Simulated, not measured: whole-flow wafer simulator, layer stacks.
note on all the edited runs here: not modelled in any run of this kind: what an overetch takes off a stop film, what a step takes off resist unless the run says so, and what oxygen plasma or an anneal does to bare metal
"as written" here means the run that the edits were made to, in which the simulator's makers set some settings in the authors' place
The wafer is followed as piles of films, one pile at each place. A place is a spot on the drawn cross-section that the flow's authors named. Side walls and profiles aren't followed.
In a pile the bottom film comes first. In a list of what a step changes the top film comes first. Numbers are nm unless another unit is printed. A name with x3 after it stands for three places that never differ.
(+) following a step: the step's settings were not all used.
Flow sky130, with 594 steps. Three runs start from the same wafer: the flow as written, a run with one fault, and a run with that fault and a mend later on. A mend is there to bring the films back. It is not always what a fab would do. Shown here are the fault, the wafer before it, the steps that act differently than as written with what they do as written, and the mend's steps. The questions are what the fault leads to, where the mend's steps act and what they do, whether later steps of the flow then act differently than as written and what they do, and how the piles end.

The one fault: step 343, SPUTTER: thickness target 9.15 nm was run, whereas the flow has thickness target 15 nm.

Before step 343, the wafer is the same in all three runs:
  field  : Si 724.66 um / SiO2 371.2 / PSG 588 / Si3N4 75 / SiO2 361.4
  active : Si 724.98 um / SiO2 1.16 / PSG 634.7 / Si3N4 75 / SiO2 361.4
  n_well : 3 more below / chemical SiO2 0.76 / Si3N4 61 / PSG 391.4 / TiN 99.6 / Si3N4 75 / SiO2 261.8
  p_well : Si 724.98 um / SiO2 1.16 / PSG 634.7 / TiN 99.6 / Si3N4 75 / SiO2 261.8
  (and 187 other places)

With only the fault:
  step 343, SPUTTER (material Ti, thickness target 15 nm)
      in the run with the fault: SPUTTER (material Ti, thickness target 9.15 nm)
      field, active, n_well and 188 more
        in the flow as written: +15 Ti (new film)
        in the run with the fault: +9.15 Ti (new film)
  Steps later in the flow that act otherwise than as written (9 other steps are not shown; they differ only slightly, by no more than 2% or 0.5 nm, whichever is larger):
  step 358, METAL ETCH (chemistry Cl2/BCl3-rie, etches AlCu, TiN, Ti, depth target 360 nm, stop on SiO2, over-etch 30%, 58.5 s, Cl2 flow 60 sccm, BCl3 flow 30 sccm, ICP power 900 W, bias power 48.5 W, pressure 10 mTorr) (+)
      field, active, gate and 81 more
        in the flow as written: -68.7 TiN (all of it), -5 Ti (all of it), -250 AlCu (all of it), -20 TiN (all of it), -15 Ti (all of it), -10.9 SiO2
        in the run with the fault: -68.7 TiN (all of it), -5 Ti (all of it), -250 AlCu (all of it), -20 TiN (all of it), -9.15 Ti (all of it), -11.5 SiO2
  The piles end different from the flow's at n_well, p_well, gate_hv and 104 more by more than 2% or 0.5 nm, whichever is larger.
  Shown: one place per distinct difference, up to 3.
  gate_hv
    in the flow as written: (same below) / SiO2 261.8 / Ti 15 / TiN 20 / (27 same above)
    in the run with the fault: (same below) / SiO2 261.8 / Ti 9.15 / TiN 20 / (27 same above)
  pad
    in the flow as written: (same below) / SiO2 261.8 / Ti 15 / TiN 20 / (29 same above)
    in the run with the fault: (same below) / SiO2 261.8 / Ti 9.15 / TiN 20 / (29 same above)
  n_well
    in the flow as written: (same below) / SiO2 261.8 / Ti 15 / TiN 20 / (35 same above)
    in the run with the fault: (same below) / SiO2 261.8 / Ti 9.15 / TiN 20 / (35 same above)

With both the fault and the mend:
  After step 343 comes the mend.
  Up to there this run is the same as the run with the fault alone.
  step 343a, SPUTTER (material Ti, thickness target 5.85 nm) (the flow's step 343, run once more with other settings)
      field, active, n_well and 188 more
        +5.85 Ti
  None of the later steps of the flow acts differently than as written at any place that is followed.
  The piles end the same as the flow's at every place that both follow.
